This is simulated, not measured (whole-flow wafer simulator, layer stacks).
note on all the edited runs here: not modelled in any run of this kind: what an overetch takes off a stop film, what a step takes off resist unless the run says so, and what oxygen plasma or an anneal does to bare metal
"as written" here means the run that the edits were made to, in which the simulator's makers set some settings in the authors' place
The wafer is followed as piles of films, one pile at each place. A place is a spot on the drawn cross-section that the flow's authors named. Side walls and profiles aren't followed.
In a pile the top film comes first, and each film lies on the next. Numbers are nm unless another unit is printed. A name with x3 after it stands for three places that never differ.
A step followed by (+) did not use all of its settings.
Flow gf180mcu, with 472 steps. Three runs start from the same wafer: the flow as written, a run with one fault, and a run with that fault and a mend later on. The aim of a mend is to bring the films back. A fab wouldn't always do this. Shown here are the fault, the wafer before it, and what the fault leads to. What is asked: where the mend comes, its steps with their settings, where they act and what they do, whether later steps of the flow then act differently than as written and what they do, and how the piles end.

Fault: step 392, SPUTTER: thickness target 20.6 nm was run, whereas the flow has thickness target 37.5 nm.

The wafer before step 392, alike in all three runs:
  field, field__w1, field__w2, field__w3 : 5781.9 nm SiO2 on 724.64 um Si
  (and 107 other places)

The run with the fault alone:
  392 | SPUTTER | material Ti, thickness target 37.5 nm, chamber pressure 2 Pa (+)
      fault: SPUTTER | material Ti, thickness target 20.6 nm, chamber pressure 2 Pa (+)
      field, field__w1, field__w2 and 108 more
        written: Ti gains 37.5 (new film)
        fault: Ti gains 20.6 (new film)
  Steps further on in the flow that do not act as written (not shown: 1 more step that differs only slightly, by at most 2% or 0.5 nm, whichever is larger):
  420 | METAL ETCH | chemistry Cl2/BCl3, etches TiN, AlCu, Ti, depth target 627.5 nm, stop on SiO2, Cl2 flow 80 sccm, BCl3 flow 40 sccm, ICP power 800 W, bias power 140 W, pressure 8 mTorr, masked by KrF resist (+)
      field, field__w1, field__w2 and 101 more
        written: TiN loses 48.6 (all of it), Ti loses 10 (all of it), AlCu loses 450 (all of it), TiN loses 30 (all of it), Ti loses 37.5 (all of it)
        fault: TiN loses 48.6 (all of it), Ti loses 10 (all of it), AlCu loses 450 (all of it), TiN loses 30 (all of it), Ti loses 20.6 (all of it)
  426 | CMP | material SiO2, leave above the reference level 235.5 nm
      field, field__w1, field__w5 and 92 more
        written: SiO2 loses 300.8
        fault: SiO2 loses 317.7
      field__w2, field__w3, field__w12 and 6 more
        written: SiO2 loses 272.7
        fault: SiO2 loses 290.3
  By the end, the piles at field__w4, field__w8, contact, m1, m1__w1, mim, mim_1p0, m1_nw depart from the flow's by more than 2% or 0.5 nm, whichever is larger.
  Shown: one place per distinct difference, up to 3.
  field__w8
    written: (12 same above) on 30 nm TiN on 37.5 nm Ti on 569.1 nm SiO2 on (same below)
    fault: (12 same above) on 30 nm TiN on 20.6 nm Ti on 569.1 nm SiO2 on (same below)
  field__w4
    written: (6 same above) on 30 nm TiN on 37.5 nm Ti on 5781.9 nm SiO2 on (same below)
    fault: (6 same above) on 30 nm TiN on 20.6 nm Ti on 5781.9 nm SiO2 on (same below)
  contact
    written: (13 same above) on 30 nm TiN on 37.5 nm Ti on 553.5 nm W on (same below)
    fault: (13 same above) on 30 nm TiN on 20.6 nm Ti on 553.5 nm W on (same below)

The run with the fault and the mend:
  The mend stands after step 392.
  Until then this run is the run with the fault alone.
  392a | SPUTTER | material Ti, thickness target 16.9 nm, chamber pressure 2 Pa (+) (the flow's step 392 again, with other settings)
      field, field__w1, field__w2 and 108 more
        Ti gains 16.9
  Later steps of the flow that are run all act as written at every place that is followed.
  At every place that both follow, the piles at the end match the flow's.
